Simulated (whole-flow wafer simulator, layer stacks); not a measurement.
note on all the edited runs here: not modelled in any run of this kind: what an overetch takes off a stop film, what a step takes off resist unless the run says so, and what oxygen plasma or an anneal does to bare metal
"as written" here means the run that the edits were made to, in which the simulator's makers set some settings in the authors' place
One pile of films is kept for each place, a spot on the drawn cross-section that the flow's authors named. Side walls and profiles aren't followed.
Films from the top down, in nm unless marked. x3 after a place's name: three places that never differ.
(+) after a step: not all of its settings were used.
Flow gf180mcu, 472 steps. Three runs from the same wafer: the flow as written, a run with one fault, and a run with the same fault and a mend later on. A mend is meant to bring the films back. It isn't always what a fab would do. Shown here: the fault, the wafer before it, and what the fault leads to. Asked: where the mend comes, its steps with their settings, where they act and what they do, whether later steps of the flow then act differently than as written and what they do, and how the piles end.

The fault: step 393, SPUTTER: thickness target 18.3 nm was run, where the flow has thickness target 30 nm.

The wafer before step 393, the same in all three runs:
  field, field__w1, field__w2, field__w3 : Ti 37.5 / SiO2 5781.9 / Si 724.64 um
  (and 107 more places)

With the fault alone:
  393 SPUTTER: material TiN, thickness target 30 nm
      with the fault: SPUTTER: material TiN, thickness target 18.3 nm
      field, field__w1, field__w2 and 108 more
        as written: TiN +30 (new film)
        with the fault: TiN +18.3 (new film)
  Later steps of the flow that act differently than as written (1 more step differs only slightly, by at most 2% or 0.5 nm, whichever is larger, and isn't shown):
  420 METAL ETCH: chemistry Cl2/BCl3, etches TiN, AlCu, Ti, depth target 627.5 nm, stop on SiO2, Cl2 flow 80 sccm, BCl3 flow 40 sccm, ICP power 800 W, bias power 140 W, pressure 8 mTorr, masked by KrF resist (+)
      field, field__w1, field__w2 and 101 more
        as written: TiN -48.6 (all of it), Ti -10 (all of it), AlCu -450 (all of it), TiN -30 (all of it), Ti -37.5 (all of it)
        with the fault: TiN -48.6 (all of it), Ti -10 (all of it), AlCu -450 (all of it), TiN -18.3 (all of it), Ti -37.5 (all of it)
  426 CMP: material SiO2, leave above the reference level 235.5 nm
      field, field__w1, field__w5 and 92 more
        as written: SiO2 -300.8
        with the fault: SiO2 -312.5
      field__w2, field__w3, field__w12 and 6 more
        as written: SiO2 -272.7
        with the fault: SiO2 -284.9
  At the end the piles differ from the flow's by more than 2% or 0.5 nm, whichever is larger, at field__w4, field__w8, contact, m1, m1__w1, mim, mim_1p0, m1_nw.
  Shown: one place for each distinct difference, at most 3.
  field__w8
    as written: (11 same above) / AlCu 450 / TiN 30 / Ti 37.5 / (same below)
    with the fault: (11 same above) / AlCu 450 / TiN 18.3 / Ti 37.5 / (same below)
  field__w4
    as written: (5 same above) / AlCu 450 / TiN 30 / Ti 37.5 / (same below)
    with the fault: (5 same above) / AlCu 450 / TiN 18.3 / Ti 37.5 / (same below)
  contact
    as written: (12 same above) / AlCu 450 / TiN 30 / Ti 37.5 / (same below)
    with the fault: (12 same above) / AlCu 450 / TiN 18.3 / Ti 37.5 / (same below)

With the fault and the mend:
  The mend comes after step 393.
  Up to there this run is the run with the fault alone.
  393a SPUTTER: material TiN, thickness target 11.7 nm (the flow's step 393 once more, with other settings)
      field, field__w1, field__w2 and 108 more
        TiN +11.7
  No later step of the flow acts differently than as written at any place that is followed.
  At the end the piles are the same as the flow's at every place that both follow.
